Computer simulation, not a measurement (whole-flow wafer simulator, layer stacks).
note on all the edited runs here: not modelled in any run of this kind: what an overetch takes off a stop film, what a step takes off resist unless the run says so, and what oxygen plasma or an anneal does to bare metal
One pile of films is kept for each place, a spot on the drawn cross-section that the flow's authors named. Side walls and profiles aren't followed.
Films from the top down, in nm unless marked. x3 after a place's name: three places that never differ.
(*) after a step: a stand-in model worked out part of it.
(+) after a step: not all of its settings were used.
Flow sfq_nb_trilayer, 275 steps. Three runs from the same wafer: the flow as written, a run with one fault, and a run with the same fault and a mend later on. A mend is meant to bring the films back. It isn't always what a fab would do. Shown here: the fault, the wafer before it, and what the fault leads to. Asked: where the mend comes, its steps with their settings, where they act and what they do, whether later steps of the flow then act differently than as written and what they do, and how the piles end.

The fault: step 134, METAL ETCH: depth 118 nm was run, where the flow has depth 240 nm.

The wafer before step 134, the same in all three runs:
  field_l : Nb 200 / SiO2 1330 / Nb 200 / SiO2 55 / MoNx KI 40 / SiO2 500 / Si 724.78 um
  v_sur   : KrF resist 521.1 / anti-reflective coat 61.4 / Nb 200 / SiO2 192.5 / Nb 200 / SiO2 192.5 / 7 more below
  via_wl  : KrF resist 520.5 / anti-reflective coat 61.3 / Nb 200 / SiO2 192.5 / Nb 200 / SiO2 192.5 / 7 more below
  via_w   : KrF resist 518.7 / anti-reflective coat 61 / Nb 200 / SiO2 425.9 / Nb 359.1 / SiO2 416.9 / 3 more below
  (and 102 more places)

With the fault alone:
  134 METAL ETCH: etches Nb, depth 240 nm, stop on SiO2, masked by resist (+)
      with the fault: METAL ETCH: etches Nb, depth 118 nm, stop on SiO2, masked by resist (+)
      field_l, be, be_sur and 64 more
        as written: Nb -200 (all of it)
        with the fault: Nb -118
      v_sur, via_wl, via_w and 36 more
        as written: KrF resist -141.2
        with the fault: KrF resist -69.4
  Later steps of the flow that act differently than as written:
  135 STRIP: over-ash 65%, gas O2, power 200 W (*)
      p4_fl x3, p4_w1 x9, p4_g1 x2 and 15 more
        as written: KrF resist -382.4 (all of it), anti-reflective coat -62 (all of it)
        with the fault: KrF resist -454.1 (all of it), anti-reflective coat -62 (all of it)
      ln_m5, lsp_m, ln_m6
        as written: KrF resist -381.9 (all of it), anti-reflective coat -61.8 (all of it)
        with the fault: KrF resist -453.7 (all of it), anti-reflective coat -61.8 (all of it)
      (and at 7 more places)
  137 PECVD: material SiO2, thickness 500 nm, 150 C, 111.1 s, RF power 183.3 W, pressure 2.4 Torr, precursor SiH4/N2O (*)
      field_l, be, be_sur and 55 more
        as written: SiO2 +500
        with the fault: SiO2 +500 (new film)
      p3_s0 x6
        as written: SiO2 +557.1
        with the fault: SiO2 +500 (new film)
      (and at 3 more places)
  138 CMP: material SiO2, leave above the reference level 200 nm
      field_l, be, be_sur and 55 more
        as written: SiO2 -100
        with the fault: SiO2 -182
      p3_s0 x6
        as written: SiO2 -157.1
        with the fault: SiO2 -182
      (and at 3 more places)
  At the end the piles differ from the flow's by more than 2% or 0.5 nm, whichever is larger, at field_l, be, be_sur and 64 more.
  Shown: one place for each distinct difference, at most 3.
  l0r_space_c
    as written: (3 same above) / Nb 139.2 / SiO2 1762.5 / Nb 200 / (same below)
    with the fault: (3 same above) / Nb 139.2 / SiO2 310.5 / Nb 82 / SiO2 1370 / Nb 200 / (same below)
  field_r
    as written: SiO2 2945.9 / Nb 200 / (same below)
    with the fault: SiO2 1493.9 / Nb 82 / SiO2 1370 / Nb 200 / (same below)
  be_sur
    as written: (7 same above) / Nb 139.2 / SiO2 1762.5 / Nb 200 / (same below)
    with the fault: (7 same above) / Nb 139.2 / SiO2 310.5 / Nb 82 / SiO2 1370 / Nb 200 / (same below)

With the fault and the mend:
  The mend comes after step 134.
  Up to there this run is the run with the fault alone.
  134a METAL ETCH: etches Nb, depth 122 nm, stop on SiO2, masked by resist (+) (the flow's step 134 once more, with other settings)
      field_l, be, be_sur and 64 more
        Nb -82 (all of it)
      v_sur, via_wl, via_w and 36 more
        KrF resist -71.8
  No later step of the flow acts differently than as written at any place that is followed.
  At the end the piles are the same as the flow's at every place that both follow.
